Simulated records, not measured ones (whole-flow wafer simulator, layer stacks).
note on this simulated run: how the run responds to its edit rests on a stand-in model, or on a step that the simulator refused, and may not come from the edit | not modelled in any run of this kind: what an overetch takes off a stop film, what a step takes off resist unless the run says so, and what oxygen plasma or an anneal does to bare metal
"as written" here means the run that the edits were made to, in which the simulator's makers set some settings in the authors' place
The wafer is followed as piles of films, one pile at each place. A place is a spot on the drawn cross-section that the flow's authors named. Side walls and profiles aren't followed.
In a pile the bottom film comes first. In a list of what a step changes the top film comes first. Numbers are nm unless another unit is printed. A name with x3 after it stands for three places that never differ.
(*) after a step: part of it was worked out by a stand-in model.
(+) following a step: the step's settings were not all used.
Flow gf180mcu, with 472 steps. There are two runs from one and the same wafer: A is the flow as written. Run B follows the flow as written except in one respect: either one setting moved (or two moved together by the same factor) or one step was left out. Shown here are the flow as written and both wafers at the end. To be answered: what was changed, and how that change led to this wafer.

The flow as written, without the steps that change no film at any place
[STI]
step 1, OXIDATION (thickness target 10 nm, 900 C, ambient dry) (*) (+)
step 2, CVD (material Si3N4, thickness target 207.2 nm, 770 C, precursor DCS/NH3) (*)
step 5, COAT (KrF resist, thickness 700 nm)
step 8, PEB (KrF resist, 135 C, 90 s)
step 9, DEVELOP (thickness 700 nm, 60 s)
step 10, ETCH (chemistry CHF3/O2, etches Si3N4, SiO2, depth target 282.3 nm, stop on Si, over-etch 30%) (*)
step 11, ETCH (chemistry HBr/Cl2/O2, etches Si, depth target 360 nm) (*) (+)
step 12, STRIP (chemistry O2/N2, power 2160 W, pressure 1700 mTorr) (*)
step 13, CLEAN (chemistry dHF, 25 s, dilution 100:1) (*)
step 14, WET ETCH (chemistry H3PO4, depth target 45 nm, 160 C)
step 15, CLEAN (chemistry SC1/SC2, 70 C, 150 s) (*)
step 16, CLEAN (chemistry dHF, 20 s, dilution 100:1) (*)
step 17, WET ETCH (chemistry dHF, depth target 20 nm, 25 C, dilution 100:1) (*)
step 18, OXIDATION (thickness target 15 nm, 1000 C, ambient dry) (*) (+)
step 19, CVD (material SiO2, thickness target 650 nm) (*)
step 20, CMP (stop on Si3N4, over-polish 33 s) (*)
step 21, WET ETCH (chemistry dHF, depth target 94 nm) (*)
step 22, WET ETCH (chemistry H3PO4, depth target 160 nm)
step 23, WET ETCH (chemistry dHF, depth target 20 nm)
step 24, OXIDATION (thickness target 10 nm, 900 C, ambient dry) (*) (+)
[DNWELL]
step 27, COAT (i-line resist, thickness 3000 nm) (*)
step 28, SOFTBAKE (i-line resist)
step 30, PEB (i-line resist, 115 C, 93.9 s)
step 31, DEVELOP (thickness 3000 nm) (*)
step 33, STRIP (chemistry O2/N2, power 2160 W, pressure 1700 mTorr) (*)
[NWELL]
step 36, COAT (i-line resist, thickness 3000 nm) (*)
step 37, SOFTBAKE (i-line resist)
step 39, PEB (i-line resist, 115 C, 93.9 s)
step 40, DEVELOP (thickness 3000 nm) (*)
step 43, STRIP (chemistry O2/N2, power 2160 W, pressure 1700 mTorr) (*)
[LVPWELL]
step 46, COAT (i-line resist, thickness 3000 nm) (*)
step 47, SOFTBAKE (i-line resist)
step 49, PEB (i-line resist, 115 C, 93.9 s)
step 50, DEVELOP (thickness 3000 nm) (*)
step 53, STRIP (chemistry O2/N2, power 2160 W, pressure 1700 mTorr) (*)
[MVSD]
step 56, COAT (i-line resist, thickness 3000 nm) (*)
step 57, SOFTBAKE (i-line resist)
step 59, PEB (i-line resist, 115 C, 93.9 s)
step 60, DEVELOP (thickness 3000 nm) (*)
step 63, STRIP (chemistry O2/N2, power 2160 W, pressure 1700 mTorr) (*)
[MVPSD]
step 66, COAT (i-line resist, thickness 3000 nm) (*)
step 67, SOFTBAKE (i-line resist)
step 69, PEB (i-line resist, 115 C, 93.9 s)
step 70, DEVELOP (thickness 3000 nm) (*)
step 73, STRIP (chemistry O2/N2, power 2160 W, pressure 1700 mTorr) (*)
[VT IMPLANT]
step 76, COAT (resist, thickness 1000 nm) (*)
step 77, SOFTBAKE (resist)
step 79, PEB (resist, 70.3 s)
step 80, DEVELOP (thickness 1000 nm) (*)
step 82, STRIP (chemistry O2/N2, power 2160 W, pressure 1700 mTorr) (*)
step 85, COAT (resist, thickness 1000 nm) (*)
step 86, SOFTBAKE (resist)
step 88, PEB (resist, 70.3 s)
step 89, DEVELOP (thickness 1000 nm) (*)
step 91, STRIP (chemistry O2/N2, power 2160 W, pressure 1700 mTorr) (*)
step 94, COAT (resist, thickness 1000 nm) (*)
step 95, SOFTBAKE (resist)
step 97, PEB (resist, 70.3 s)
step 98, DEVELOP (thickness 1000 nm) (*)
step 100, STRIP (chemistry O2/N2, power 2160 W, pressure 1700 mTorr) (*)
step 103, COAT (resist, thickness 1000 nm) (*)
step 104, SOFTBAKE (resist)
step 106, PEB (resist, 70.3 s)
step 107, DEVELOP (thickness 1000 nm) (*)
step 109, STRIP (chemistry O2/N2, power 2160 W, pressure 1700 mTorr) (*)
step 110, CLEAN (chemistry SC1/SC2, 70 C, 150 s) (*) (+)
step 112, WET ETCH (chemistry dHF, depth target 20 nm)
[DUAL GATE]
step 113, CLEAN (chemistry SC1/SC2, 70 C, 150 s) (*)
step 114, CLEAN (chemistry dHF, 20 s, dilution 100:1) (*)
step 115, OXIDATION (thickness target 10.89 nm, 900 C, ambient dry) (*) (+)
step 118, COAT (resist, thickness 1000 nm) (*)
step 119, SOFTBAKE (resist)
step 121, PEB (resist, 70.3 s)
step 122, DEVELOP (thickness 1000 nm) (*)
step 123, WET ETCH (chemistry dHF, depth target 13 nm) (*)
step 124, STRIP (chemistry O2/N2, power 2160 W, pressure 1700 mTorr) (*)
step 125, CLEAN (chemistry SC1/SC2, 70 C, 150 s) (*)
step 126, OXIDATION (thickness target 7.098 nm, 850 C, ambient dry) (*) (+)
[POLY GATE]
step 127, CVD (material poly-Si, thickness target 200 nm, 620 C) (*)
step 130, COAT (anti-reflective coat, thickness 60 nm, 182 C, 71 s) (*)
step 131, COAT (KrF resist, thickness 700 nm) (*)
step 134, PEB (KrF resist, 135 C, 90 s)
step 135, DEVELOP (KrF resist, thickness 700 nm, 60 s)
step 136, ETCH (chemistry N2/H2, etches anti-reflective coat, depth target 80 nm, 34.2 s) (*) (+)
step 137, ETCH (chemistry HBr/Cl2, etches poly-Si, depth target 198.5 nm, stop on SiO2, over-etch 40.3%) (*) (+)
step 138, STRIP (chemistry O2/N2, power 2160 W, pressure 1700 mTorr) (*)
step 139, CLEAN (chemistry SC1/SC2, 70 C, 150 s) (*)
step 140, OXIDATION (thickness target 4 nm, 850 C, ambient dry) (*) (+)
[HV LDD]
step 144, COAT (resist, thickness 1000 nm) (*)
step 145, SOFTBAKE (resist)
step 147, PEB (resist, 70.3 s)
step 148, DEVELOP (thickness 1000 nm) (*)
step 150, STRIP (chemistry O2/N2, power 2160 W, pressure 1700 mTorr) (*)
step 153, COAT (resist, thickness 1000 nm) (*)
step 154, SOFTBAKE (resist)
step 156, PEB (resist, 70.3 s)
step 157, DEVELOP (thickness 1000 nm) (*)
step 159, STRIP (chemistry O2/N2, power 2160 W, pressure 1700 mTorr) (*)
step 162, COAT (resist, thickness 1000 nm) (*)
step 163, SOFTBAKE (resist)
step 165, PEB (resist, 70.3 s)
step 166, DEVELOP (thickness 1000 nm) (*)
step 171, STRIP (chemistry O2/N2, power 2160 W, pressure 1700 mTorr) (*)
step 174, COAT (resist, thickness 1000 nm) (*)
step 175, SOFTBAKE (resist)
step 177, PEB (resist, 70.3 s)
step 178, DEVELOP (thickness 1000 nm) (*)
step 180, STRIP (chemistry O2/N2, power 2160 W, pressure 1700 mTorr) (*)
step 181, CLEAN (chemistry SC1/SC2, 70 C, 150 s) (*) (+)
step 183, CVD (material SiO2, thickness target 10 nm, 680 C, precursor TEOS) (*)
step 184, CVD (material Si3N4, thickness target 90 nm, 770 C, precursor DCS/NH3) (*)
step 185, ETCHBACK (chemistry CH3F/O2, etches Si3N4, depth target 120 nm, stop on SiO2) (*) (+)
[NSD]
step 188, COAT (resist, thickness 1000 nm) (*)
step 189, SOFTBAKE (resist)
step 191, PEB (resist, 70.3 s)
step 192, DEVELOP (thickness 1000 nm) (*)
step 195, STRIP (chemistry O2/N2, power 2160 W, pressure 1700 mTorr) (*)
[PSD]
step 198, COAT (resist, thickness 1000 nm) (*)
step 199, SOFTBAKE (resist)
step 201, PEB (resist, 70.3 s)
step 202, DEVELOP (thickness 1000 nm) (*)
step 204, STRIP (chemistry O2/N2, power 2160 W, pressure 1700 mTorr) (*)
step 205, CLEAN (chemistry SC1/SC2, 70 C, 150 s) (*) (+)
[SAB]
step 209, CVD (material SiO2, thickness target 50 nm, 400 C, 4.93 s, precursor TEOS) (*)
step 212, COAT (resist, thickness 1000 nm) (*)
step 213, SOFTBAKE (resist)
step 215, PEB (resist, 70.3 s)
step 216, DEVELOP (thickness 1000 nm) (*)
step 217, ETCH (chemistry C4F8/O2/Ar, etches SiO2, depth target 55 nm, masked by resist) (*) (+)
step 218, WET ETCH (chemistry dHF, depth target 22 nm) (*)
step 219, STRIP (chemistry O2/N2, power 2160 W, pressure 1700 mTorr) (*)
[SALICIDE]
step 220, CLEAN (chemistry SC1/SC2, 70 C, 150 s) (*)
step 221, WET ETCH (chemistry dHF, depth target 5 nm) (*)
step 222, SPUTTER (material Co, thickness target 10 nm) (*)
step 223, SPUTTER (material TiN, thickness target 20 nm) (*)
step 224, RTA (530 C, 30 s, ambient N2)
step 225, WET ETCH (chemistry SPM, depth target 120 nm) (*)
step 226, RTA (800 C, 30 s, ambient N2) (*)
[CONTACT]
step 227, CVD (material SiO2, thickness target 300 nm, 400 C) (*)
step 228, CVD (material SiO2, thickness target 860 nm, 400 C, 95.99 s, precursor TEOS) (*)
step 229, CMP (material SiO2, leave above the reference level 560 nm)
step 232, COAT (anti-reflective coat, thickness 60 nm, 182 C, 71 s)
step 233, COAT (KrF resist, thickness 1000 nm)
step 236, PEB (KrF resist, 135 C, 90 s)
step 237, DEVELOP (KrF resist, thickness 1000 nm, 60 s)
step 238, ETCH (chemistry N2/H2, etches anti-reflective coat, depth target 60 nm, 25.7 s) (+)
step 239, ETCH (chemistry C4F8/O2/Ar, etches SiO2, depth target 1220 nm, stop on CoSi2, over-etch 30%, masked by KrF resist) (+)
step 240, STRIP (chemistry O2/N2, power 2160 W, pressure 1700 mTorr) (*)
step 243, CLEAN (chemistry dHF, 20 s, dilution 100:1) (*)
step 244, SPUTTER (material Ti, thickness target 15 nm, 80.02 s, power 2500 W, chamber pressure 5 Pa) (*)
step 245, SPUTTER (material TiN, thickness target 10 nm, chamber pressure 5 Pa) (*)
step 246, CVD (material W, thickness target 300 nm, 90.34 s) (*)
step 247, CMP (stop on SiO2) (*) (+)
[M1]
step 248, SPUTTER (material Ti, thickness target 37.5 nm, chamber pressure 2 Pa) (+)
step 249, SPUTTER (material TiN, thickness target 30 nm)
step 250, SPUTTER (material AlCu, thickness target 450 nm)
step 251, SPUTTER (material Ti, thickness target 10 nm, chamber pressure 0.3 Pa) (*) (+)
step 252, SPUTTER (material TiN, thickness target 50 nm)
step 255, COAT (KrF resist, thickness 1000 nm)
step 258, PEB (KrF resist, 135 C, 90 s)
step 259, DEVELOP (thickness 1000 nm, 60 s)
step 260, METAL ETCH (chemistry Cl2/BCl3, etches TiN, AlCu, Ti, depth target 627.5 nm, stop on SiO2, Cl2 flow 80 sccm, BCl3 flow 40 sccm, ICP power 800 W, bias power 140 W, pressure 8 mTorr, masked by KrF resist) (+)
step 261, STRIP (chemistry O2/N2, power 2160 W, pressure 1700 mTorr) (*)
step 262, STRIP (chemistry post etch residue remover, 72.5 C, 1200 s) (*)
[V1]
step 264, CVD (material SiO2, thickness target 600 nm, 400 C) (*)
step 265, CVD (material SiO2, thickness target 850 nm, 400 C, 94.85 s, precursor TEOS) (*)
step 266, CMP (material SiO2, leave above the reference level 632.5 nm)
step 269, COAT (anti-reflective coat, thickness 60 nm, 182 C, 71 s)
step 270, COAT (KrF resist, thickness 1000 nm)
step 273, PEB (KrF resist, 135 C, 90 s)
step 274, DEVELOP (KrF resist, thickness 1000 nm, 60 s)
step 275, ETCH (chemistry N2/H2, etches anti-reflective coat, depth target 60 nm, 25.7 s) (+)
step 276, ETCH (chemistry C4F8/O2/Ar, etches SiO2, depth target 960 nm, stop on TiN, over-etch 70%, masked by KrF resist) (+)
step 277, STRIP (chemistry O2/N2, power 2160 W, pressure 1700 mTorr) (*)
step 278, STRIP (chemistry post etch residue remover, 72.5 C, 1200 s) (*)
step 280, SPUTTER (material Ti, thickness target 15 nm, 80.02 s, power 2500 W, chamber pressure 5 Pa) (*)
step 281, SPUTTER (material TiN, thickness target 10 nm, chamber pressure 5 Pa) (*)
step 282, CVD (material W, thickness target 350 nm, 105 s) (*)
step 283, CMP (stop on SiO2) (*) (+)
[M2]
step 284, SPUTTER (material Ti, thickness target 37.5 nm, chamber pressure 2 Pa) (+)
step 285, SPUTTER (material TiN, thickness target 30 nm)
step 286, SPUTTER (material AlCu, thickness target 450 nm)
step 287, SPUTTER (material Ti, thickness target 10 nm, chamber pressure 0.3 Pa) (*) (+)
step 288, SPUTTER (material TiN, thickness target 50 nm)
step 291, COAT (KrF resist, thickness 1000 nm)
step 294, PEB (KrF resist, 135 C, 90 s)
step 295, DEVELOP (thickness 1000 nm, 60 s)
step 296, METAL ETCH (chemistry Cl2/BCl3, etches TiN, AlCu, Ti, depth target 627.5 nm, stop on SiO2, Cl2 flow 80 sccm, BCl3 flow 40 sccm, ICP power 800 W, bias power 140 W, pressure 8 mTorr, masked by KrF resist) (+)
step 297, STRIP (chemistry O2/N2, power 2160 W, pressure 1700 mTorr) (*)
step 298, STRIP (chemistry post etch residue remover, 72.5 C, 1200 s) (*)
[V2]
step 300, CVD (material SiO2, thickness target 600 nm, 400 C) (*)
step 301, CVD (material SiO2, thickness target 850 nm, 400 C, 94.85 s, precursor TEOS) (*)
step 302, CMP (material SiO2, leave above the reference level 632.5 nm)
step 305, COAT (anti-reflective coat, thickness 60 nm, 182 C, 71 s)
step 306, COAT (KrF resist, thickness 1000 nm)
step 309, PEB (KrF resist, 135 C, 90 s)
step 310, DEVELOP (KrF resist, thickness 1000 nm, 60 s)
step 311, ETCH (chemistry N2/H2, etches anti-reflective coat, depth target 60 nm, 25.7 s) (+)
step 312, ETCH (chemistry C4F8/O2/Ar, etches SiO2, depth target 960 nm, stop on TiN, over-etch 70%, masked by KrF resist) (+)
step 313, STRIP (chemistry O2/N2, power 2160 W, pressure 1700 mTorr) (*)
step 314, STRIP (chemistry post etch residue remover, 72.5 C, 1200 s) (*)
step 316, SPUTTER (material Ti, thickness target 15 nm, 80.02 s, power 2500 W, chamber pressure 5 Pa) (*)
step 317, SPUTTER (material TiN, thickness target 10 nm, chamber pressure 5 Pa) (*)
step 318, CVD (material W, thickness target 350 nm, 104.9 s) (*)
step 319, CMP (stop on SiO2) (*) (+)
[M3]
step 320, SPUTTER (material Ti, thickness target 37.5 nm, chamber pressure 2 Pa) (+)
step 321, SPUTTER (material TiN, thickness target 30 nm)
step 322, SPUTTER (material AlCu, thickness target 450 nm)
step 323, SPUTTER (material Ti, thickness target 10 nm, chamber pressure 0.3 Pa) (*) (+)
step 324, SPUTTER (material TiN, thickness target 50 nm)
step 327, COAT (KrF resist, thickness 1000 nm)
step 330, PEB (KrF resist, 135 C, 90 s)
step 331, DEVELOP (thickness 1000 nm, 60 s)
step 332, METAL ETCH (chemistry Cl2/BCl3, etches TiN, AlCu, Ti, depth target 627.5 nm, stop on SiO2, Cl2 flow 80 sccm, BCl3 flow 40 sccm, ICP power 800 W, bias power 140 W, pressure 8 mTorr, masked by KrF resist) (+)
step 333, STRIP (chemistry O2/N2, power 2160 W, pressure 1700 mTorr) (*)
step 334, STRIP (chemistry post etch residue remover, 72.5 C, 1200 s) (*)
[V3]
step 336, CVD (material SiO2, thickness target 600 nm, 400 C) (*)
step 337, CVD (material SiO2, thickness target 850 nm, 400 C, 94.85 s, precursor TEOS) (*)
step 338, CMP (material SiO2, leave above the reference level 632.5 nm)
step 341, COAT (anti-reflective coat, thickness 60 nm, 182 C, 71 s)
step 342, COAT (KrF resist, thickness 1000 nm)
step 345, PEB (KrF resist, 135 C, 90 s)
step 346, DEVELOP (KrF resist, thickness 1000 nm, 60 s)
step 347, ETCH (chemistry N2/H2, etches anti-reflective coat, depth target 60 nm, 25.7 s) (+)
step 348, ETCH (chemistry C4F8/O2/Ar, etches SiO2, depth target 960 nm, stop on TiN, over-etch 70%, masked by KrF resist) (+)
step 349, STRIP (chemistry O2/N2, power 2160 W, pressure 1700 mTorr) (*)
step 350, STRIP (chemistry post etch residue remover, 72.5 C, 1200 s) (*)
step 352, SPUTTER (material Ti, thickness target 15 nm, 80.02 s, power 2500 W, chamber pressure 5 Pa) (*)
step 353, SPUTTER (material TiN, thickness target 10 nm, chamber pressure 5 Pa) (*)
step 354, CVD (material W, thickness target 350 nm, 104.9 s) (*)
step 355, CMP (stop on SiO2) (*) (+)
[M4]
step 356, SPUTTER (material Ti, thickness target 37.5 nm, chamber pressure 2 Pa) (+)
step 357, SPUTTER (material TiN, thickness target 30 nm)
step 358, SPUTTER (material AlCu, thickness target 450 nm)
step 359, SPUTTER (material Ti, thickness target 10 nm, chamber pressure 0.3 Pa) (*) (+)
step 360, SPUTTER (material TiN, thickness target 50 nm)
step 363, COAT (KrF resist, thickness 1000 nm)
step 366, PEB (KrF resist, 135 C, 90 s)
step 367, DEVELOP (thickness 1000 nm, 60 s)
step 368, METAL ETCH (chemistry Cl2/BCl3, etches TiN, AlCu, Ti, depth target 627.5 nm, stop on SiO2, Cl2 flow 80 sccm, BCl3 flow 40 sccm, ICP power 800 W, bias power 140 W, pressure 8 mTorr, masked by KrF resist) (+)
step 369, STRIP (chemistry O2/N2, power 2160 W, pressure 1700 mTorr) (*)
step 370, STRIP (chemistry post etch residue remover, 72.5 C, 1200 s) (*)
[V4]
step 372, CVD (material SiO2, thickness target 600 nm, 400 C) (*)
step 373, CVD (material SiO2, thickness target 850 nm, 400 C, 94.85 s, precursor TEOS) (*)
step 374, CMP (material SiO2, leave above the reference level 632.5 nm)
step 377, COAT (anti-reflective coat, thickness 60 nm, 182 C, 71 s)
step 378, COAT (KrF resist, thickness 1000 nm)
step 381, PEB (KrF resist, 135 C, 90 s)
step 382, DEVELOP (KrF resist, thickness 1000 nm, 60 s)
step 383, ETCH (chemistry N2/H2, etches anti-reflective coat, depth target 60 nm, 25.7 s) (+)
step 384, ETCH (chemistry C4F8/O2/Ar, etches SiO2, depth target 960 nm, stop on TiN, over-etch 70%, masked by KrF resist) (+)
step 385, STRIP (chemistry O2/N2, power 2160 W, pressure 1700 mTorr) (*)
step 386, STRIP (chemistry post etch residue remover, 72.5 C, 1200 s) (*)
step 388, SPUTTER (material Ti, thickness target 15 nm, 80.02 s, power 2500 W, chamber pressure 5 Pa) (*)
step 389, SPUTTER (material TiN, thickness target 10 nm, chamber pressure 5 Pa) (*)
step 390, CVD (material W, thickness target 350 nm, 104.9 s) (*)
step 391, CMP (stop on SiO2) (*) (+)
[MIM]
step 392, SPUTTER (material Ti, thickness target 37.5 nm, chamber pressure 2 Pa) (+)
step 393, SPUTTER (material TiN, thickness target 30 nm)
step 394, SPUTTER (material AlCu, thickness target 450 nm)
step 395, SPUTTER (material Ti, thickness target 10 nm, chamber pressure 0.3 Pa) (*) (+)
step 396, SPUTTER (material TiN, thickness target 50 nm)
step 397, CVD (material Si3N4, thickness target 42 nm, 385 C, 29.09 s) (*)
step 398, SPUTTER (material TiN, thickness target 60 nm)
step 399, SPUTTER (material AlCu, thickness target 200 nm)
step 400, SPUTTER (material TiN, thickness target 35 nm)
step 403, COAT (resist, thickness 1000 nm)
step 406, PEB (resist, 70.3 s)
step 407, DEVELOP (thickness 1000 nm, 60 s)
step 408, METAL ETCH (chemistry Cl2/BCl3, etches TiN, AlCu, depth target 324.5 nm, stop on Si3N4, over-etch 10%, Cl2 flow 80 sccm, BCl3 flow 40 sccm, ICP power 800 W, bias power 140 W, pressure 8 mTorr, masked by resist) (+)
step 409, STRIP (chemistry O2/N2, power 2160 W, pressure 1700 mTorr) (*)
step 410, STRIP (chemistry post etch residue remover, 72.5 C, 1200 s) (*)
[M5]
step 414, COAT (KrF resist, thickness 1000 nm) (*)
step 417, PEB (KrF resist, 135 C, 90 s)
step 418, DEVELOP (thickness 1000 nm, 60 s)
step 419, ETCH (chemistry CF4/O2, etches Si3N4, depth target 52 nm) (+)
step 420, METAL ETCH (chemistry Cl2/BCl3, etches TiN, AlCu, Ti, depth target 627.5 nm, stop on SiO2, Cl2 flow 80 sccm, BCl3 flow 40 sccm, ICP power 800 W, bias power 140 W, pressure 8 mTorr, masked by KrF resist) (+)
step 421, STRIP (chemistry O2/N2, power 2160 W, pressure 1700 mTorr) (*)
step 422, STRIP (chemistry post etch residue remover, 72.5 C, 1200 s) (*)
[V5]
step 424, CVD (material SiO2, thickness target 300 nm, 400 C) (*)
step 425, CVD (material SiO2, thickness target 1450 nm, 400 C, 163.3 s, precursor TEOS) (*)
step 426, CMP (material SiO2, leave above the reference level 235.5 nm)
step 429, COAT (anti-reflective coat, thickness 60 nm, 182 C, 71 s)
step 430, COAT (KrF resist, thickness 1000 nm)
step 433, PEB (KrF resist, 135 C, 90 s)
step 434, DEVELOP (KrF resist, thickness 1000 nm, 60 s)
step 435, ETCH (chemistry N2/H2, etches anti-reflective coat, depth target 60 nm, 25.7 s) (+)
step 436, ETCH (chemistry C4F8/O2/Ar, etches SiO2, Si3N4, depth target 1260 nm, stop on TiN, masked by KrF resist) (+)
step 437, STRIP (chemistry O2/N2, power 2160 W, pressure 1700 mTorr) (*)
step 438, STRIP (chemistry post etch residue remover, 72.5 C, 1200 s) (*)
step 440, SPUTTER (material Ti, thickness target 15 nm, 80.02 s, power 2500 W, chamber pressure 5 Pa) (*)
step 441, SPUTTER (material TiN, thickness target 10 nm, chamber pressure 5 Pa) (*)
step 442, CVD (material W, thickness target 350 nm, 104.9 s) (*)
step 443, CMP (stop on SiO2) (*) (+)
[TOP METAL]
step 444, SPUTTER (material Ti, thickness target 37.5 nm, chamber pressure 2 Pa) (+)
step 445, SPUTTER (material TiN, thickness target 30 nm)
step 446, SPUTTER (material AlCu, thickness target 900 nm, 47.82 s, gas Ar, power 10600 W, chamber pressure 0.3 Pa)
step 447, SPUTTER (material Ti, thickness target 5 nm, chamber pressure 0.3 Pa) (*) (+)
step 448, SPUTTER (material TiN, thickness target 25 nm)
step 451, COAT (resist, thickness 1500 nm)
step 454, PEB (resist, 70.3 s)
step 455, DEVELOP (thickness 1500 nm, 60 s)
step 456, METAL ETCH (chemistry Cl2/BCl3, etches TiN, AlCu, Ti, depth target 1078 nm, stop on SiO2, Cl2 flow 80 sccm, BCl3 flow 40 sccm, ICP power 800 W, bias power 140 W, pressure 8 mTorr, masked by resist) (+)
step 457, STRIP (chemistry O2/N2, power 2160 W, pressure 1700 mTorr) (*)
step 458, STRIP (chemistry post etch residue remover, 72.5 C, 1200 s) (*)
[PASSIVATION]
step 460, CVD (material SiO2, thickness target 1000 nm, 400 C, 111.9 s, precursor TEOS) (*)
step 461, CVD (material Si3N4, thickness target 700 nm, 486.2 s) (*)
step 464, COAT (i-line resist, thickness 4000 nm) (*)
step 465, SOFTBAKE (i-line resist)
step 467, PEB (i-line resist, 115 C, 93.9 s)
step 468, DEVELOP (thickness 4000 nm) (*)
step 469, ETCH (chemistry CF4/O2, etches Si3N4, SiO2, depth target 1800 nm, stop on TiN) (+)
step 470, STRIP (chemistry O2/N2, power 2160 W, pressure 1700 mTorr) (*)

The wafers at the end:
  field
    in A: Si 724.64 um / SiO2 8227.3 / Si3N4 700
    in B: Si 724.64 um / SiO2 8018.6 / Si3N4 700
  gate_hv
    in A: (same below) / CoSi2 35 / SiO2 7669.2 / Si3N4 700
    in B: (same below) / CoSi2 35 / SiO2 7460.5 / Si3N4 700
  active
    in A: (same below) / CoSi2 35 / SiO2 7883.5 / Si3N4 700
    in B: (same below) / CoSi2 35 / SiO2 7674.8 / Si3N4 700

The reason: step 302, CMP: leave above the reference level 423.8 nm was run, though the flow has leave above the reference level 632.5 nm.

How this came from the change, step by step:
  step 302, CMP (material SiO2, leave above the reference level 632.5 nm)
      field, field__w1, field__w2 and 103 more: A -300 SiO2 | B -508.7 SiO2
      field__w8, contact, m1, m1__w1, m1_nw: A -877.1 SiO2 | B -1085.8 SiO2
  step 312, ETCH (chemistry C4F8/O2/Ar, etches SiO2, depth target 960 nm, stop on TiN, over-etch 70%, masked by KrF resist) (+)
      field, field__w1, field__w2 and 107 more: A -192 KrF resist | B -123.7 KrF resist
      contact: A -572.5 SiO2 (all of it) | B -363.8 SiO2 (all of it)
  step 313, STRIP (chemistry O2/N2, power 2160 W, pressure 1700 mTorr) (*)
      field, field__w1, field__w2 and 107 more: A -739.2 KrF resist (all of it), -60 anti-reflective coat (all of it) | B -807.5 KrF resist (all of it), -60 anti-reflective coat (all of it)
  step 316, SPUTTER (material Ti, thickness target 15 nm, 80.02 s, power 2500 W, chamber pressure 5 Pa) (*)
      contact: A +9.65 Ti (new film) | B +10.9 Ti (new film)
  step 317, SPUTTER (material TiN, thickness target 10 nm, chamber pressure 5 Pa) (*)
      contact: A +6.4 TiN (new film) | B +7.27 TiN (new film)
  step 318, CVD (material W, thickness target 350 nm, 104.9 s) (*)
      contact: A +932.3 W (new film) | B +721.4 W (new film)
